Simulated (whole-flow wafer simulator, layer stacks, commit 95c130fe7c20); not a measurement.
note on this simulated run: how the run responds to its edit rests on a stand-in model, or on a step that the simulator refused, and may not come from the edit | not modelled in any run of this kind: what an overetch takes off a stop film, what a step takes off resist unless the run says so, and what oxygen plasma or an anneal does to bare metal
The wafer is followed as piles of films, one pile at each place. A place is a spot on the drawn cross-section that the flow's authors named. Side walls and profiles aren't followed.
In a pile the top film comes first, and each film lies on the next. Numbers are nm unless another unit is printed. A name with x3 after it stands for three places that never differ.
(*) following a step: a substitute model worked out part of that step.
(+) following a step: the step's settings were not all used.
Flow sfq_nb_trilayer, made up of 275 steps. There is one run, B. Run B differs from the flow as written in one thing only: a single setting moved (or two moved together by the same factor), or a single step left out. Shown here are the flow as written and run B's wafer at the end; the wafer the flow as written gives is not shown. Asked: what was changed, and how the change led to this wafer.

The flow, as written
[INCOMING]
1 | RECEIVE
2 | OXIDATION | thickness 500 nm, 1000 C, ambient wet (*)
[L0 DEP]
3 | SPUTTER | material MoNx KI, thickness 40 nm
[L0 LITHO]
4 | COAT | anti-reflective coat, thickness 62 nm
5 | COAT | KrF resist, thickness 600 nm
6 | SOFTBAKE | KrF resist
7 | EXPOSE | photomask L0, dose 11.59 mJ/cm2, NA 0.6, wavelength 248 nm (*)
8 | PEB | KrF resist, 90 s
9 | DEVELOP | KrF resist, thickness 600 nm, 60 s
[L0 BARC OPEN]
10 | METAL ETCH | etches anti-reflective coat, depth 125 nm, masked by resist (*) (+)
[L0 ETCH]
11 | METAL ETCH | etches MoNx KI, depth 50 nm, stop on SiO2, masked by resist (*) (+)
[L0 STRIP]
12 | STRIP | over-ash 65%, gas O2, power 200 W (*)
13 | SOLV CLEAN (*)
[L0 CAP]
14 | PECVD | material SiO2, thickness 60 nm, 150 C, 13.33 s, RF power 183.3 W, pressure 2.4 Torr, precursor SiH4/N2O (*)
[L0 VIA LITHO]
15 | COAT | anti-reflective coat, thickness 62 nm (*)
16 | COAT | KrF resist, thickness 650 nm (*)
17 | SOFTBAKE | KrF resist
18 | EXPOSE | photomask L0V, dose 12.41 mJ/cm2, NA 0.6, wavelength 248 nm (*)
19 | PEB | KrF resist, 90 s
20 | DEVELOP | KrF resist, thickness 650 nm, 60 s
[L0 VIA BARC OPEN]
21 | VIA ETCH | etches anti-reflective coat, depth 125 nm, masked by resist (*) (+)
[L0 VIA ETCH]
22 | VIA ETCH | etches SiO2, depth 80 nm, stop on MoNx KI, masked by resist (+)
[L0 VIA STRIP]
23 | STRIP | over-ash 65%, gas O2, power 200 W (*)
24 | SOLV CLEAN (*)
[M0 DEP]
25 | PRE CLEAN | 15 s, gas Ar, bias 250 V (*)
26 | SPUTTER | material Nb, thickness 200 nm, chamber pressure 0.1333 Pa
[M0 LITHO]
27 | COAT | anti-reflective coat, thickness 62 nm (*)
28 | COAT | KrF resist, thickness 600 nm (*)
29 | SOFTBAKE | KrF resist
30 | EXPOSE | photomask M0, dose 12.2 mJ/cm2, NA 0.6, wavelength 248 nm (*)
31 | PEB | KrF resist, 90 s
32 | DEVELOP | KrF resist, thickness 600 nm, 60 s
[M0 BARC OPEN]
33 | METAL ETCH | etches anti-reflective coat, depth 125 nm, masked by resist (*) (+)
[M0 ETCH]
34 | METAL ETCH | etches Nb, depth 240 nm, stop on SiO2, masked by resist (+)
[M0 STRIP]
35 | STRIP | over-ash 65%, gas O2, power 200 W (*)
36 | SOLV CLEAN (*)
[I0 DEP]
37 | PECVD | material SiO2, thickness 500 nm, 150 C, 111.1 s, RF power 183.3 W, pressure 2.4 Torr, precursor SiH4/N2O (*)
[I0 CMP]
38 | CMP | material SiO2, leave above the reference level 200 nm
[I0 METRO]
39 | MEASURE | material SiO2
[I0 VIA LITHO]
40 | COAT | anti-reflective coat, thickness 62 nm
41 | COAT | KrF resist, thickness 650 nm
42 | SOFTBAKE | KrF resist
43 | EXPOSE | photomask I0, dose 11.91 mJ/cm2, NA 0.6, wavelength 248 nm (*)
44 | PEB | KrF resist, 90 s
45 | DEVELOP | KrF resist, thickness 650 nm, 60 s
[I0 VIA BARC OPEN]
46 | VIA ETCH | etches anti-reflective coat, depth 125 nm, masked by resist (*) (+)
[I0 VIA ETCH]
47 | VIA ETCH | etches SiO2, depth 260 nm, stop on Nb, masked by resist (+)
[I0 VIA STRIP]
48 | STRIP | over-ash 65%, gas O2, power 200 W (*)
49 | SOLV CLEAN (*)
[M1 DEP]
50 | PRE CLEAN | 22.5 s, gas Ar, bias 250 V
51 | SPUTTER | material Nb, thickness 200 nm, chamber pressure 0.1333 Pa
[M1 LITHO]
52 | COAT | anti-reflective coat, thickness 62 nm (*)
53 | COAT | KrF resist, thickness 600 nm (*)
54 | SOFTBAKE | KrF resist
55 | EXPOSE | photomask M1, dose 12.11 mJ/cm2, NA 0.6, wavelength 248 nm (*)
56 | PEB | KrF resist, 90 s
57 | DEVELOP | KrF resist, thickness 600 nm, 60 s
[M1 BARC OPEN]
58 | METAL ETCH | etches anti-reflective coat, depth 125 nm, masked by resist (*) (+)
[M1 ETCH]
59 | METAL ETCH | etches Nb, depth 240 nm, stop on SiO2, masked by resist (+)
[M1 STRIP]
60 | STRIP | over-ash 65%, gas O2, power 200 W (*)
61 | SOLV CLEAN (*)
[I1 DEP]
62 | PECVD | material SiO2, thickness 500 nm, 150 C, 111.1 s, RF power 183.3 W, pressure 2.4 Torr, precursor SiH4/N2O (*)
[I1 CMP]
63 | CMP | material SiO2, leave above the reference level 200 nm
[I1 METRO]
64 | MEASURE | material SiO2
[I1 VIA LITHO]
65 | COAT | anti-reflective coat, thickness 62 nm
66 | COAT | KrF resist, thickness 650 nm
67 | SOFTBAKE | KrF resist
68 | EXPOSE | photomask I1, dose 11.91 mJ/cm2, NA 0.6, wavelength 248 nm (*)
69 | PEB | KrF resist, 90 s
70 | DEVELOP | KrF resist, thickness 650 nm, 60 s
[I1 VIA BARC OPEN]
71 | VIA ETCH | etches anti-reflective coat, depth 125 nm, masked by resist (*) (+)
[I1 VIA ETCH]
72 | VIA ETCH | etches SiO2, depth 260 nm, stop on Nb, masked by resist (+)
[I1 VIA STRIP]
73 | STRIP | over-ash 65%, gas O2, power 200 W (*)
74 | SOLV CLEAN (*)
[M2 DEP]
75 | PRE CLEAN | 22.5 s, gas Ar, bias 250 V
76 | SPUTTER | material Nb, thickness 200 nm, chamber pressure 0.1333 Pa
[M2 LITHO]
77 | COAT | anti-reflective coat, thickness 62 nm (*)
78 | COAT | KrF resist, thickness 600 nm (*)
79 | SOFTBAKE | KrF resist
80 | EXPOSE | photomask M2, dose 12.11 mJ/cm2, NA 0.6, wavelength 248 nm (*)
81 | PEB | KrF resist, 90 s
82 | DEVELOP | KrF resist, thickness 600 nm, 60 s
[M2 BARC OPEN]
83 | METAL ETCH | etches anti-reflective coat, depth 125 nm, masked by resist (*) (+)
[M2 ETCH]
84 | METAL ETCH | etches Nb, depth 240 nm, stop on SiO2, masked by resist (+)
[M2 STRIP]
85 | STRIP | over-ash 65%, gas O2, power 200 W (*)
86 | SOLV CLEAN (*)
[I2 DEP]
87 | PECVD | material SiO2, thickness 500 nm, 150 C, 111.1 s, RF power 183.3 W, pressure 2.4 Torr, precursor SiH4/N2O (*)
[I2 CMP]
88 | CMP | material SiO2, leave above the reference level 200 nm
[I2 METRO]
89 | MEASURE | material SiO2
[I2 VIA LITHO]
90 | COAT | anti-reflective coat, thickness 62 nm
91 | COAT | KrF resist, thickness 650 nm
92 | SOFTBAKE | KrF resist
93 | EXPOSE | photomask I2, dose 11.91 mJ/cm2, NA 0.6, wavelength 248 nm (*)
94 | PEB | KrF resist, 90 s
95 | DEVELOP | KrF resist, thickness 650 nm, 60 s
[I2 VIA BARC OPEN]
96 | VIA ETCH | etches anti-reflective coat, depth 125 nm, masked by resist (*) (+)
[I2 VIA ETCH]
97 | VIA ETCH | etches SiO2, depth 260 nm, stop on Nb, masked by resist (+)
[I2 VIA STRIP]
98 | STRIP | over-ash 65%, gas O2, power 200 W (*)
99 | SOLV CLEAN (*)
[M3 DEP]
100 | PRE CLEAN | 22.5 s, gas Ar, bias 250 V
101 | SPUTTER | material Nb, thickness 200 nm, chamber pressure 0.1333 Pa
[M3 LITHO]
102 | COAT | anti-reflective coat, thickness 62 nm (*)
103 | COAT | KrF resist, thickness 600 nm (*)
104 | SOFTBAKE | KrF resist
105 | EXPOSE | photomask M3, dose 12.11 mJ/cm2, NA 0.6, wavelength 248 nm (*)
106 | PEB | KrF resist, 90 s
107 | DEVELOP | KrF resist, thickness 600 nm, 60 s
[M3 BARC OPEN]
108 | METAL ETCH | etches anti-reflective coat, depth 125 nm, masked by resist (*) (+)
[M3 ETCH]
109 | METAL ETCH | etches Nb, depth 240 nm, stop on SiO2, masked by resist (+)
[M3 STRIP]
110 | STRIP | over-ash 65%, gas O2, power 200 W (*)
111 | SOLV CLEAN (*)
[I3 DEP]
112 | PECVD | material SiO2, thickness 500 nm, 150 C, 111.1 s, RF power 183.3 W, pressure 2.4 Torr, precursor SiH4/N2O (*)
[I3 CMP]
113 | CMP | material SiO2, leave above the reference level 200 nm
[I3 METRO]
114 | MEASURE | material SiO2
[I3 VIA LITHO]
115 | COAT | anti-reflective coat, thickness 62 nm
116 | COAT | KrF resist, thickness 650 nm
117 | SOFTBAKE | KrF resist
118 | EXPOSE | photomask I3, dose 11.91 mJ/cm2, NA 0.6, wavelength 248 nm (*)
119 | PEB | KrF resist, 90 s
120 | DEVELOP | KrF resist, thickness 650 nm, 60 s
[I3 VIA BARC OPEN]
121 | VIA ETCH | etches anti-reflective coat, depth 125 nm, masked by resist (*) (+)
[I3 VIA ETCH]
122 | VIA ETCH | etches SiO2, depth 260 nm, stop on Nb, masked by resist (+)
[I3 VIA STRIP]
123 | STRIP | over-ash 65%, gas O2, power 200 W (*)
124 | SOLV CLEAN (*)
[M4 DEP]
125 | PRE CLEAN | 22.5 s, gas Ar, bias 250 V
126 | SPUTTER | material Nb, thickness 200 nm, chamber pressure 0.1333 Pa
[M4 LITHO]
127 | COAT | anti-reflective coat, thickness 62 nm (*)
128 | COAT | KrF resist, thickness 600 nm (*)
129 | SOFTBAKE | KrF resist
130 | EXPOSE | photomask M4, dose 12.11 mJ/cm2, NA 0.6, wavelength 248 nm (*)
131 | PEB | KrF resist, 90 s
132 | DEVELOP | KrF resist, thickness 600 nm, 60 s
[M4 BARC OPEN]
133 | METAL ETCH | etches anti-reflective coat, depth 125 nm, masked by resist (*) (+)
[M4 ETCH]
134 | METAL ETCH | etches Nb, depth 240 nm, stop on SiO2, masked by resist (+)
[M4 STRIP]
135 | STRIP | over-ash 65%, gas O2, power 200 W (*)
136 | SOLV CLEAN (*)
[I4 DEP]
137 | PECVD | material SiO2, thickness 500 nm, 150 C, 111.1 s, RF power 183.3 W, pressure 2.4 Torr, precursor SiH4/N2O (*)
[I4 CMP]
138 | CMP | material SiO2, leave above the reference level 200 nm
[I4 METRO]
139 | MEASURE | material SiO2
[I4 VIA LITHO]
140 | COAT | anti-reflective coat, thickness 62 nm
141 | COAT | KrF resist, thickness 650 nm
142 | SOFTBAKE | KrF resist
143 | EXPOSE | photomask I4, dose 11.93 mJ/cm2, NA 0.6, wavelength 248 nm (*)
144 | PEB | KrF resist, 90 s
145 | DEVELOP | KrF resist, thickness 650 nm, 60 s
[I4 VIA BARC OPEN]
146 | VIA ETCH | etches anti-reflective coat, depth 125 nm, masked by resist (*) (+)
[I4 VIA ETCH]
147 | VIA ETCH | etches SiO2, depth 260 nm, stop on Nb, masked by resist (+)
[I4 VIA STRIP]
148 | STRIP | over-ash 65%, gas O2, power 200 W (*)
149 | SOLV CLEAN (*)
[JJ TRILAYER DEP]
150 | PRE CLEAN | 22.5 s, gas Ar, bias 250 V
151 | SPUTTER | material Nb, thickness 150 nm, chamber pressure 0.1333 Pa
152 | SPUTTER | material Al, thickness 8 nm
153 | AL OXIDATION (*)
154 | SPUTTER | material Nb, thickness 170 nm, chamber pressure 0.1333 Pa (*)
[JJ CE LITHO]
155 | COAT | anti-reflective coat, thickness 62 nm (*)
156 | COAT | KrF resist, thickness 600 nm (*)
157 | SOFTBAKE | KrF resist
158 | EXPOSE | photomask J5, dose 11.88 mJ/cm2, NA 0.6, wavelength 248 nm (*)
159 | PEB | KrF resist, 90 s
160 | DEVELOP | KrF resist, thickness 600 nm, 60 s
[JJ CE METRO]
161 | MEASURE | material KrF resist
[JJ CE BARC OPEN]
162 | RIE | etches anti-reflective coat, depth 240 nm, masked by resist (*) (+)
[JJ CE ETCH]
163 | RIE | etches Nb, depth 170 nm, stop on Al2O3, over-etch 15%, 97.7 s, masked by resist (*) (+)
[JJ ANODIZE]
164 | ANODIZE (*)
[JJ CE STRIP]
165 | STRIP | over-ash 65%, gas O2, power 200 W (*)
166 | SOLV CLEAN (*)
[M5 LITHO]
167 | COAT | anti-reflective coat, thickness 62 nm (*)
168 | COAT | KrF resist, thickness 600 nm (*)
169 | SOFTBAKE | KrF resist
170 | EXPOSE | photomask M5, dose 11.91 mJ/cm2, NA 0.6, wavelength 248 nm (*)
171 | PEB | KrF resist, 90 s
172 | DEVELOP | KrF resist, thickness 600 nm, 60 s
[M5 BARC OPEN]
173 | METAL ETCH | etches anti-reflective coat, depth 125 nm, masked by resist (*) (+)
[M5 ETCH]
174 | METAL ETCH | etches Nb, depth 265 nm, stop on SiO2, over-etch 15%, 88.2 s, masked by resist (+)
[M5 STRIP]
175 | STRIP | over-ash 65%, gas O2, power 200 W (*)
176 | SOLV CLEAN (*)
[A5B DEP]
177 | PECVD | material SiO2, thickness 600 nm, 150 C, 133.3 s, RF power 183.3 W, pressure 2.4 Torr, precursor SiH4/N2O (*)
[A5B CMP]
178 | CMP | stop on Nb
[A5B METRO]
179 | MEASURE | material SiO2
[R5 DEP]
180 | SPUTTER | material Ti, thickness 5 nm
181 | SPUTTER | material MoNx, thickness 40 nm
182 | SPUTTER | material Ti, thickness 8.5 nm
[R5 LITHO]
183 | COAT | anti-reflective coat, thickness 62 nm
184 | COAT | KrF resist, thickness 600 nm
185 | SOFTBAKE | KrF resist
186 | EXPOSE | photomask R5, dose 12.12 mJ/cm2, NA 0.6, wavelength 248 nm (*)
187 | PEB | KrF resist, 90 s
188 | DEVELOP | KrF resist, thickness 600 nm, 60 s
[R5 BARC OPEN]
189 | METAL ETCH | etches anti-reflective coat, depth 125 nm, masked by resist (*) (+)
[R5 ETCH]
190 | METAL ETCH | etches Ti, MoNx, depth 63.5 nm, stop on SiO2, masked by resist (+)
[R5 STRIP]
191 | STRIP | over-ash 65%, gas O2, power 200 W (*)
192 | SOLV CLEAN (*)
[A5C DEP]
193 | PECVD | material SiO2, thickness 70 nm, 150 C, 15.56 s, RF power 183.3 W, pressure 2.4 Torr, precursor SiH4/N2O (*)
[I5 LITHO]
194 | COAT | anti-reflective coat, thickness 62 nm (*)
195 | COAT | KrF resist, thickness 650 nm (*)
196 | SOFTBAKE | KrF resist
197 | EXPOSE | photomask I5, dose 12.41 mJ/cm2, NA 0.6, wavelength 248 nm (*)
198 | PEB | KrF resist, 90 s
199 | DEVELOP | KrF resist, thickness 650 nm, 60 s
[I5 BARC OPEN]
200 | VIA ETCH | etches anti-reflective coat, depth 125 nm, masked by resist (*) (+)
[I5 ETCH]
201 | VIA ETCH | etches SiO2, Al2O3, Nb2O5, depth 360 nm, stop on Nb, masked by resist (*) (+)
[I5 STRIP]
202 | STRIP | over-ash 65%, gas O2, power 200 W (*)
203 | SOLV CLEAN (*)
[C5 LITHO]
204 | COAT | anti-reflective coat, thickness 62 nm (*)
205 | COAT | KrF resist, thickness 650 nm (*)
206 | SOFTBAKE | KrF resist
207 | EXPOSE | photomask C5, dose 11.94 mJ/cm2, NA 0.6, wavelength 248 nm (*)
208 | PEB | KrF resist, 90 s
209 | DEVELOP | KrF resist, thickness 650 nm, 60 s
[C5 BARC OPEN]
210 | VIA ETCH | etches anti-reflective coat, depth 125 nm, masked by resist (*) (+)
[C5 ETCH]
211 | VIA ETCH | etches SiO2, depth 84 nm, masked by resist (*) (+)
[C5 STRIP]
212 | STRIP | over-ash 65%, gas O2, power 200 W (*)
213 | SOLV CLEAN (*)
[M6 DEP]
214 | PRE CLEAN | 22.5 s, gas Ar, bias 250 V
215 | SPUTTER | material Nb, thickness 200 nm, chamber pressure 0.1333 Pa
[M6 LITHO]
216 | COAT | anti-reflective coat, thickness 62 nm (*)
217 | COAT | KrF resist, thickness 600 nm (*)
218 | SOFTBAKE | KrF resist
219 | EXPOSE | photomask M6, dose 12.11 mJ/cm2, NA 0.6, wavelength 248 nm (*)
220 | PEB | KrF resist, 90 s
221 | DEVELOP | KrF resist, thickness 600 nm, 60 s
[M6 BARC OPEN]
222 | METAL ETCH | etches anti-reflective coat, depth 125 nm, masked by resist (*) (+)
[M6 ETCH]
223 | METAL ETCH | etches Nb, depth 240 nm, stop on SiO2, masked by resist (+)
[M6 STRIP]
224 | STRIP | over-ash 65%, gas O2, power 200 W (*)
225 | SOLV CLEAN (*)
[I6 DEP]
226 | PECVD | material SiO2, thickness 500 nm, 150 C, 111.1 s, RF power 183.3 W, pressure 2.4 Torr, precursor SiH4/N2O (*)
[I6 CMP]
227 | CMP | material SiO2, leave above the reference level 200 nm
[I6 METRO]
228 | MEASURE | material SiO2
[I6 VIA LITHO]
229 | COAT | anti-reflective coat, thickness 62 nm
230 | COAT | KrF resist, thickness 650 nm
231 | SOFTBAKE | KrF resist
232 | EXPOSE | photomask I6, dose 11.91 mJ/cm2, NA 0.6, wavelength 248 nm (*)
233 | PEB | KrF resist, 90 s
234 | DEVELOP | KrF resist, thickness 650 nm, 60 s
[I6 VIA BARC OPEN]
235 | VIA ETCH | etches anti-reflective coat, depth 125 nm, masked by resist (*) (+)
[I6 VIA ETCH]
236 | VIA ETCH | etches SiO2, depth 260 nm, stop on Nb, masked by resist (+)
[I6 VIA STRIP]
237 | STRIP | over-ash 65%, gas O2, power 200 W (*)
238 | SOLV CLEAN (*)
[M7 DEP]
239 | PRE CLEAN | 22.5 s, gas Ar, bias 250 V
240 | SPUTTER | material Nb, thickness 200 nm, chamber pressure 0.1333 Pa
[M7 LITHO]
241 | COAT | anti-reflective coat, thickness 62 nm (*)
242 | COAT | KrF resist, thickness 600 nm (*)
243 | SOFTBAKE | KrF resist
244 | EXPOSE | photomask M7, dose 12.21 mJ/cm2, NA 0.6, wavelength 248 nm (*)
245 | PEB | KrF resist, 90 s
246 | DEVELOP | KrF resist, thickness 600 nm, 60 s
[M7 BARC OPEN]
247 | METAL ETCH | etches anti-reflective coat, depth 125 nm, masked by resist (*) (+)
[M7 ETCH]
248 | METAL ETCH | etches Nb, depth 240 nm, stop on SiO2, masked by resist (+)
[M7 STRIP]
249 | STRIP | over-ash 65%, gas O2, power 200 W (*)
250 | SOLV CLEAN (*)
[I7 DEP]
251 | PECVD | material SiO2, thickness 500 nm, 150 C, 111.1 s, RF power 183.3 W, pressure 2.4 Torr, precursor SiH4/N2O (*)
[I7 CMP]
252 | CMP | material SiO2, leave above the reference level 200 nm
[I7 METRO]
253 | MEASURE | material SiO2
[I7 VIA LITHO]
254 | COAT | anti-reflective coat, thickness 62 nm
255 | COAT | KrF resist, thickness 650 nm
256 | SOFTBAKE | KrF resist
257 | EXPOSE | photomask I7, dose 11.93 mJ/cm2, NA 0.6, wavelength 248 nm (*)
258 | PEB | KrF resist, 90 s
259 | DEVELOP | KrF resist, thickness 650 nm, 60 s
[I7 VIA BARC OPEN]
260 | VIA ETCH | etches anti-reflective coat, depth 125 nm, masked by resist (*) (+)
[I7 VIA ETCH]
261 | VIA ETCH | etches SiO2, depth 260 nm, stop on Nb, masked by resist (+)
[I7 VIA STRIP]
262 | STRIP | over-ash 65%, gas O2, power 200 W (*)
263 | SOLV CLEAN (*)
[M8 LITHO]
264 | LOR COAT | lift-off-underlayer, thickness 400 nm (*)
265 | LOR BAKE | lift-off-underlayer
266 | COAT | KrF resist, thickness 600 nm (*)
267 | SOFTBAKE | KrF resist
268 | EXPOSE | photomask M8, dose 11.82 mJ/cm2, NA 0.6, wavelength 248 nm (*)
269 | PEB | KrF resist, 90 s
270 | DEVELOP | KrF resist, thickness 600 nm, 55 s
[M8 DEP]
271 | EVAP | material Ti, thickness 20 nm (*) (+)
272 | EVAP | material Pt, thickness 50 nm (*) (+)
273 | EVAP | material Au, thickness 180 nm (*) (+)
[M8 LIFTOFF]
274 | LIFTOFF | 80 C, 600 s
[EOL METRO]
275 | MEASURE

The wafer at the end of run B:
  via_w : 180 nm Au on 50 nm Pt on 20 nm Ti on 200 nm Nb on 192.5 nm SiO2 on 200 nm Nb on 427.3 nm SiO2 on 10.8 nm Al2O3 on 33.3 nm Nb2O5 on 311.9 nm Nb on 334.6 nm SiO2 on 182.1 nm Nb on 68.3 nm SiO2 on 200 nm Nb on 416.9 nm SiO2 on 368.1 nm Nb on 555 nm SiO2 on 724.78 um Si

Cause: step 97, VIA ETCH: depth 124 nm was run, though the flow has depth 260 nm.

The path from the change to this, step by step:
  97 | VIA ETCH | etches SiO2, depth 260 nm, stop on Nb, masked by resist (+)
      via_w: -124 SiO2 (as written it would have been: -199.8 SiO2 (all of it))
      field_l, v_sur, via_wl and 102 more: -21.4 KrF resist (as written it would have been: -44.8 KrF resist)
  98 | STRIP | over-ash 65%, gas O2, power 200 W (*)
      field_l, v_sur, via_wl and 102 more: -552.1 KrF resist (all of it), -62 anti-reflective coat (all of it) (as written it would have been: -528.6 KrF resist (all of it), -62 anti-reflective coat (all of it))
  100 | PRE CLEAN | 22.5 s, gas Ar, bias 250 V
      via_w: -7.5 SiO2 (as written it would have been: -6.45 Nb)
  101 | SPUTTER | material Nb, thickness 200 nm, chamber pressure 0.1333 Pa
      via_w: +182.1 Nb (new film) (as written it would have been: +165.5 Nb)
  102 | COAT | anti-reflective coat, thickness 62 nm (*)
      via_wl, via_wr: +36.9 anti-reflective coat (new film) (as written it would have been: +34.2 anti-reflective coat (new film))
      via_w: +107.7 anti-reflective coat (new film) (as written it would have been: +124.8 anti-reflective coat (new film))
  103 | COAT | KrF resist, thickness 600 nm (*)
      via_w: +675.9 KrF resist (new film) (as written it would have been: +737.9 KrF resist (new film))
  110 | STRIP | over-ash 65%, gas O2, power 200 W (*)
      via_wl: -390.9 KrF resist (all of it), -36.9 anti-reflective coat (all of it) (as written it would have been: -384.2 KrF resist (all of it), -34.2 anti-reflective coat (all of it))
      via_w: -458.1 KrF resist (all of it), -107.7 anti-reflective coat (all of it) (as written it would have been: -520 KrF resist (all of it), -124.8 anti-reflective coat (all of it))
      (as well as at 1 more place)
  112 | PECVD | material SiO2, thickness 500 nm, 150 C, 111.1 s, RF power 183.3 W, pressure 2.4 Torr, precursor SiH4/N2O (*)
      via_w: +500 SiO2 (new film) (as written it would have been: +615 SiO2 (new film))
  113 | CMP | material SiO2, leave above the reference level 200 nm
      via_w: -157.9 SiO2 (as written it would have been: -181.6 SiO2)
With metal films that touch counted as one body, via_w has 6 bodies (between them, from the top down: SiO2 192.5; SiO2 427.3 / Al2O3 10.8 / Nb2O5 33.3; SiO2 334.6; SiO2 68.3; SiO2 416.9); the flow as written gives 5 bodies (between them, from the top down: SiO2 192.5; SiO2 427.3 / Al2O3 10.8 / Nb2O5 33.3; SiO2 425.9; SiO2 416.9).
